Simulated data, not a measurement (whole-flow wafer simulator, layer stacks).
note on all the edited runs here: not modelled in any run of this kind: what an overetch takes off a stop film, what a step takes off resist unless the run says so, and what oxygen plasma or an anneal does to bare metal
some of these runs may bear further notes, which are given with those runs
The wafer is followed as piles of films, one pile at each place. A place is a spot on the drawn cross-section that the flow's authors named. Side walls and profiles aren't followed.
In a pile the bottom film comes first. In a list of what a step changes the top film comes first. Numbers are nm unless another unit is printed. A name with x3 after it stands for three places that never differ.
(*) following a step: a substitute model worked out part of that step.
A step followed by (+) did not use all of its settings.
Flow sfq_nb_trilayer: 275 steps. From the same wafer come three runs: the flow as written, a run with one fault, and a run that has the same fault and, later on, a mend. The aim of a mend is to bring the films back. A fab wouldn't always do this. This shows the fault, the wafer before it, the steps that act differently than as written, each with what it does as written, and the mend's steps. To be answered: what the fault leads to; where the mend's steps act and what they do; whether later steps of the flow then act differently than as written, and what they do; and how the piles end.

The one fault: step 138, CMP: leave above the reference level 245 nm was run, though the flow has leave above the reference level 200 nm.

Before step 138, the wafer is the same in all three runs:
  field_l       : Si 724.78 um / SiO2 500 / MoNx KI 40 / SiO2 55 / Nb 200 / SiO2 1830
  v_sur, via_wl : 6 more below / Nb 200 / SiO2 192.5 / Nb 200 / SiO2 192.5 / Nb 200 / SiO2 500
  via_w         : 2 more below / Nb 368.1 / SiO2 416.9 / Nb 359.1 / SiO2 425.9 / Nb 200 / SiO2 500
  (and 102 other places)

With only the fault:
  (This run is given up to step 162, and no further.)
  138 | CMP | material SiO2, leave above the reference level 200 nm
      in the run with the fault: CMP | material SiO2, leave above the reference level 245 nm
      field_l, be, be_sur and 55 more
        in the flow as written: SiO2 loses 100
        in the run with the fault: SiO2 loses 55
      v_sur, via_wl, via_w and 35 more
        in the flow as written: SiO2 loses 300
        in the run with the fault: SiO2 loses 255
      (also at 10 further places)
  Later steps of the flow acting differently than as written (2 other steps are not shown; they differ only slightly, by no more than 2% or 0.5 nm, whichever is larger):
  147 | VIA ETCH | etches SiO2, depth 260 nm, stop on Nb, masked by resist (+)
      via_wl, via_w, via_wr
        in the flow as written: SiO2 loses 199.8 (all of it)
        in the run with the fault: SiO2 loses 244.8 (all of it)
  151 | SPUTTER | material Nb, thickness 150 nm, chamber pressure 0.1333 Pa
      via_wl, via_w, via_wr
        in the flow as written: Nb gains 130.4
        in the run with the fault: Nb gains 125.2
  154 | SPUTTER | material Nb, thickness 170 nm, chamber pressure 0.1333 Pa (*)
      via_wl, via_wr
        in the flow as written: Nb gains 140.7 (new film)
        in the run with the fault: Nb gains 132.9 (new film)
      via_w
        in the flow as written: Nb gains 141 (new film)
        in the run with the fault: Nb gains 133.2 (new film)
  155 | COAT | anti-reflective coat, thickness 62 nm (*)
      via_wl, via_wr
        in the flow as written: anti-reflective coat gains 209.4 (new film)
        in the run with the fault: anti-reflective coat gains 255.3 (new film)
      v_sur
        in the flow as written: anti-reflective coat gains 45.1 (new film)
        in the run with the fault: anti-reflective coat gains 43.4 (new film)
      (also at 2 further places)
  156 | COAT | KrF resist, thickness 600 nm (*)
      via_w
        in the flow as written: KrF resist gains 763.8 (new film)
        in the run with the fault: KrF resist gains 805 (new film)
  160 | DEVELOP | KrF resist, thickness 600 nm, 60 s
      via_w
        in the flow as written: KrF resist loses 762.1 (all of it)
        in the run with the fault: KrF resist loses 803.2 (all of it)
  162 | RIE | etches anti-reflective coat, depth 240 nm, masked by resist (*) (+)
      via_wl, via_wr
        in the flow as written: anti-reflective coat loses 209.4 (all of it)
        in the run with the fault: anti-reflective coat loses 240
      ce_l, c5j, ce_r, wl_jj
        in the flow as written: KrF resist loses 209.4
        in the run with the fault: KrF resist loses 240
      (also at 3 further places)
  Once step 162 is done, the piles at field_l, v_sur, via_wl and 100 more depart from the flow's by more than 2% or 0.5 nm, whichever is larger.
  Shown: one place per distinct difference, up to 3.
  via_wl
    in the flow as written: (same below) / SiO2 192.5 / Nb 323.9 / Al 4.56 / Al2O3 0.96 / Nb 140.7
    in the run with the fault: (same below) / SiO2 192.5 / Nb 318.7 / Al 4.4 / Al2O3 0.96 / Nb 132.9 / anti-reflective coat 15.3
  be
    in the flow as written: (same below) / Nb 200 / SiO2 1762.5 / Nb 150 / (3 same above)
    in the run with the fault: (same below) / Nb 200 / SiO2 1807.5 / Nb 150 / (3 same above)
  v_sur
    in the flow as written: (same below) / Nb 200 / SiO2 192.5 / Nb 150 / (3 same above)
    in the run with the fault: (same below) / Nb 200 / SiO2 237.5 / Nb 150 / (3 same above)

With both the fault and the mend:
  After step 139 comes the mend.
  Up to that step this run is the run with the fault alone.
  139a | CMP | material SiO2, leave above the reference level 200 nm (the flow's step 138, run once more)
      field_l, v_sur, via_wl and 103 more
        SiO2 loses 45
  Every later step of the flow that is run acts as written at every place that is followed.
  The piles end the same as the flow's at every place that both follow.
